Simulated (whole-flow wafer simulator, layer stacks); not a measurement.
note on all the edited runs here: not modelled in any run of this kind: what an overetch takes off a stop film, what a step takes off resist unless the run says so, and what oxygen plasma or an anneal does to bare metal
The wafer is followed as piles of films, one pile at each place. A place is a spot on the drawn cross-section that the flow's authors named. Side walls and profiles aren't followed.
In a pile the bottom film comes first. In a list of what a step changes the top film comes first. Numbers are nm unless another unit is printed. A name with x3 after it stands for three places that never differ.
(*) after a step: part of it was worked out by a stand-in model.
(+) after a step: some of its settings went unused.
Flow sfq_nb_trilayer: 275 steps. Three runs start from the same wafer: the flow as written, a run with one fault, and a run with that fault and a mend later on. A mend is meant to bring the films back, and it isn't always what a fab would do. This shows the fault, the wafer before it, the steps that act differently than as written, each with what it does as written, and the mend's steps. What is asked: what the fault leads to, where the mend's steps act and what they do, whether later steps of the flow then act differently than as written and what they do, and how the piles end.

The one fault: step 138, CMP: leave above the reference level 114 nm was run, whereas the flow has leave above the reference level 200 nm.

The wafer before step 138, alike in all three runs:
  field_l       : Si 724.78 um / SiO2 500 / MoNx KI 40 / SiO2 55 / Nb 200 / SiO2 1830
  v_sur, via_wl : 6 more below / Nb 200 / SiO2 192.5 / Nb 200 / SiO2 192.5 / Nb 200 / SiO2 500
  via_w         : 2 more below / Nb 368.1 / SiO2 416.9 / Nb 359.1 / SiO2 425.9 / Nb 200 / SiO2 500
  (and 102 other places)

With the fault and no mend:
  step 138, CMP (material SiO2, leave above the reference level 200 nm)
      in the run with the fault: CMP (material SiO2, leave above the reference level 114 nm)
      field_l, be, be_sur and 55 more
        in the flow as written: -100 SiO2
        in the run with the fault: -186 SiO2
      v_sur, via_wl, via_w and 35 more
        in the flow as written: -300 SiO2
        in the run with the fault: -386 SiO2
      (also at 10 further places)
  Later steps of the flow acting differently than as written (4 other steps are not shown; they differ only slightly, by no more than 2% or 0.5 nm, whichever is larger):
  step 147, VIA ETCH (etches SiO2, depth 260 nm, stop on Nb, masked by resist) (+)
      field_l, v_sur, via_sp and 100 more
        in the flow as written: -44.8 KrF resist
        in the run with the fault: -29.4 KrF resist
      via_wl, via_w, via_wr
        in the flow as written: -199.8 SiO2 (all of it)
        in the run with the fault: -113.8 SiO2 (all of it)
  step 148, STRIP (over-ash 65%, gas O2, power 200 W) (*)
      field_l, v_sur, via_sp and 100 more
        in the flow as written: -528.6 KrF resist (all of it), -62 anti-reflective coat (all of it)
        in the run with the fault: -544 KrF resist (all of it), -62 anti-reflective coat (all of it)
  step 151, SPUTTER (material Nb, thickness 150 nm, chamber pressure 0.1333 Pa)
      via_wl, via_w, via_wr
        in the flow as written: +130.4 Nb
        in the run with the fault: +140.5 Nb
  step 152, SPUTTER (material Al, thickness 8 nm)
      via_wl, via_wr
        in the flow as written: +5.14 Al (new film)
        in the run with the fault: +6.16 Al (new film)
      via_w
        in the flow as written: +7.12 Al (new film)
        in the run with the fault: +7.83 Al (new film)
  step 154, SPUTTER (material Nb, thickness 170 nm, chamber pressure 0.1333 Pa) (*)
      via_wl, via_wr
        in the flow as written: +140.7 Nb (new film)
        in the run with the fault: +126.5 Nb (new film)
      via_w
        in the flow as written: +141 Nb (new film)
        in the run with the fault: +166.9 Nb (new film)
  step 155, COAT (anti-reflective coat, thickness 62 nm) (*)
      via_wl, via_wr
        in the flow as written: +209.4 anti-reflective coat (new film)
        in the run with the fault: +174.8 anti-reflective coat (new film)
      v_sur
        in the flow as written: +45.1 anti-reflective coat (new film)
        in the run with the fault: +49.4 anti-reflective coat (new film)
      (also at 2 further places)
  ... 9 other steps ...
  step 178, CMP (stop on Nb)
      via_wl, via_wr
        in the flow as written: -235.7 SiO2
        in the run with the fault: -331.5 SiO2
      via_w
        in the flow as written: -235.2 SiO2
        in the run with the fault: -331.1 SiO2
  By the end, the piles at field_l, v_sur, via_wl and 103 more depart from the flow's by more than 2% or 0.5 nm, whichever is larger.
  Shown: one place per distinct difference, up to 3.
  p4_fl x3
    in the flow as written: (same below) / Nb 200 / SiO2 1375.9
    in the run with the fault: (same below) / Nb 200 / SiO2 1289.9
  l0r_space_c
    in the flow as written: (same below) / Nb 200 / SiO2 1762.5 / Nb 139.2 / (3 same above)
    in the run with the fault: (same below) / Nb 200 / SiO2 1676.5 / Nb 139.2 / (3 same above)
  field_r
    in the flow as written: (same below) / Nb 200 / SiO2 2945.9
    in the run with the fault: (same below) / Nb 200 / SiO2 2859.9

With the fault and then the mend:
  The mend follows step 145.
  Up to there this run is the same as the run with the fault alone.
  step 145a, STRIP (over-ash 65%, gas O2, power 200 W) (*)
      field_l, v_sur, via_sp and 100 more
        -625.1 KrF resist (all of it), -62 anti-reflective coat (all of it)
      via_wl, via_w, via_wr
        -62 anti-reflective coat (all of it)
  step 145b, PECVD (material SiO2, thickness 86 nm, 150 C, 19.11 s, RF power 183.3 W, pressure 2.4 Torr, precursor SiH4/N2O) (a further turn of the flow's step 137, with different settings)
      field_l, v_sur, via_wl and 103 more
        +86 SiO2
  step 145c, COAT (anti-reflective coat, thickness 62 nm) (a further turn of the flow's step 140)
      field_l, v_sur, via_wl and 103 more
        +62 anti-reflective coat (new film)
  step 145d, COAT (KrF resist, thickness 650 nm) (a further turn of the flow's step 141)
      field_l, v_sur, via_wl and 103 more
        +650 KrF resist (new film)
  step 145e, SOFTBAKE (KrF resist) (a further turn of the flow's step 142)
      leaves every film unchanged at each place that is followed
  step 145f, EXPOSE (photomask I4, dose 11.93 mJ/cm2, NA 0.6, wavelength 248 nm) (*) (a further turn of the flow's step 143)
      leaves every film unchanged at each place that is followed
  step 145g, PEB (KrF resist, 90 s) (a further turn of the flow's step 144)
      field_l, v_sur, via_wl and 103 more
        -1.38 KrF resist
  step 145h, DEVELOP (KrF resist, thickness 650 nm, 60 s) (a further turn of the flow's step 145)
      field_l, v_sur, via_sp and 100 more
        -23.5 KrF resist
      via_wl, via_w, via_wr
        -648.6 KrF resist (all of it)
  Every later step of the flow that is run acts as written, at every place that is followed, to within 2% or 0.5 nm, whichever is larger.
  At every place that both follow, the piles at the end match the flow's.
